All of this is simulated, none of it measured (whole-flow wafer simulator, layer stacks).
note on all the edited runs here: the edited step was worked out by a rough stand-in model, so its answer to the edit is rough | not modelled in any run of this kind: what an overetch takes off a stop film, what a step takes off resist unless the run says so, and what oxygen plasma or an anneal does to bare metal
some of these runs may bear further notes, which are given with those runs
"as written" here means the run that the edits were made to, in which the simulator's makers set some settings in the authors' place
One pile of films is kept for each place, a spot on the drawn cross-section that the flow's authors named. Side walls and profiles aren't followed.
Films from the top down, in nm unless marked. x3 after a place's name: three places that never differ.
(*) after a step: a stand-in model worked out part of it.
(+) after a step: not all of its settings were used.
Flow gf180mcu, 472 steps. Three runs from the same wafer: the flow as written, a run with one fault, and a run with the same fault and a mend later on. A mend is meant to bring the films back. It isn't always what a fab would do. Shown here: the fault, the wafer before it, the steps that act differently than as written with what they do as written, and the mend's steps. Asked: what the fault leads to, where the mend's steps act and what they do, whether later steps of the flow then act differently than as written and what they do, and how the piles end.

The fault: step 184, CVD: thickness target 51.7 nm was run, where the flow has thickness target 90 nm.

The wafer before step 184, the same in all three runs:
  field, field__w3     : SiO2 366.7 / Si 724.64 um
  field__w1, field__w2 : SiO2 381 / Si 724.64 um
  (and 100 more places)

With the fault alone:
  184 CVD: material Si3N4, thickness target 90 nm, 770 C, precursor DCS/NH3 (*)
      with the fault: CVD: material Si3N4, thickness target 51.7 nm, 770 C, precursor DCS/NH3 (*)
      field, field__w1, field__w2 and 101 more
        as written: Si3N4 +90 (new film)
        with the fault: Si3N4 +51.7 (new film)
  Later steps of the flow that act differently than as written (6 more steps differ only slightly, by at most 2% or 0.5 nm, whichever is larger, and aren't shown):
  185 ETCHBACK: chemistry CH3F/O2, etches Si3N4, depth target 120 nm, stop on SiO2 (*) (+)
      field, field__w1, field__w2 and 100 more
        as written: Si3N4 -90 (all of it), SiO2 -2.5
        with the fault: Si3N4 -51.7 (all of it), SiO2 -5.69
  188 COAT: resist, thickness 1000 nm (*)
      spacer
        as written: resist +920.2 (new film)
        with the fault: resist +955 (new film)
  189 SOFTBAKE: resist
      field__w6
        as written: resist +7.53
        with the fault: resist +6.82
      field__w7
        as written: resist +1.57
        with the fault: resist +0.85
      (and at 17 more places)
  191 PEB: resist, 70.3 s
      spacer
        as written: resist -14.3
        with the fault: resist -15.2
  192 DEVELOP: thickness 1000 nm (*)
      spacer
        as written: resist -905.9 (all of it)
        with the fault: resist -939.9 (all of it)
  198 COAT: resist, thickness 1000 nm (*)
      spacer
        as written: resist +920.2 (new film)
        with the fault: resist +955 (new film)
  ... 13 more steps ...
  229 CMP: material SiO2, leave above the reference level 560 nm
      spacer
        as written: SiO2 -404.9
        with the fault: SiO2 -366.6
  At the end the piles differ from the flow's by more than 2% or 0.5 nm, whichever is larger, at spacer, active_nat, ld_sd_n, ld_drn_n, ld_sd_p, ld_drn_p.
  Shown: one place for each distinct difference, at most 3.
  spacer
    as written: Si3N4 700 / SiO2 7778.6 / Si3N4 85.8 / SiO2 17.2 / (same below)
    with the fault: Si3N4 700 / SiO2 7816.9 / Si3N4 47.5 / SiO2 17.2 / (same below)
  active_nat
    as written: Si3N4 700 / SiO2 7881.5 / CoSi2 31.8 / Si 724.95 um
    with the fault: Si3N4 700 / SiO2 7881.6 / CoSi2 32.5 / Si 724.95 um
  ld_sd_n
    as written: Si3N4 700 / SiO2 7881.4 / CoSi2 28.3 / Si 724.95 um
    with the fault: Si3N4 700 / SiO2 7881.5 / CoSi2 29.9 / Si 724.95 um

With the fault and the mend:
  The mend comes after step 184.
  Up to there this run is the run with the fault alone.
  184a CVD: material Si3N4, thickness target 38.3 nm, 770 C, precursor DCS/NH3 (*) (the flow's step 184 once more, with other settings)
      field, field__w1, field__w2 and 101 more
        Si3N4 +38.3
  No later step of the flow acts differently than as written, at any place that is followed, by more than 2% or 0.5 nm, whichever is larger.
  At the end the piles are the same as the flow's at every place that both follow.
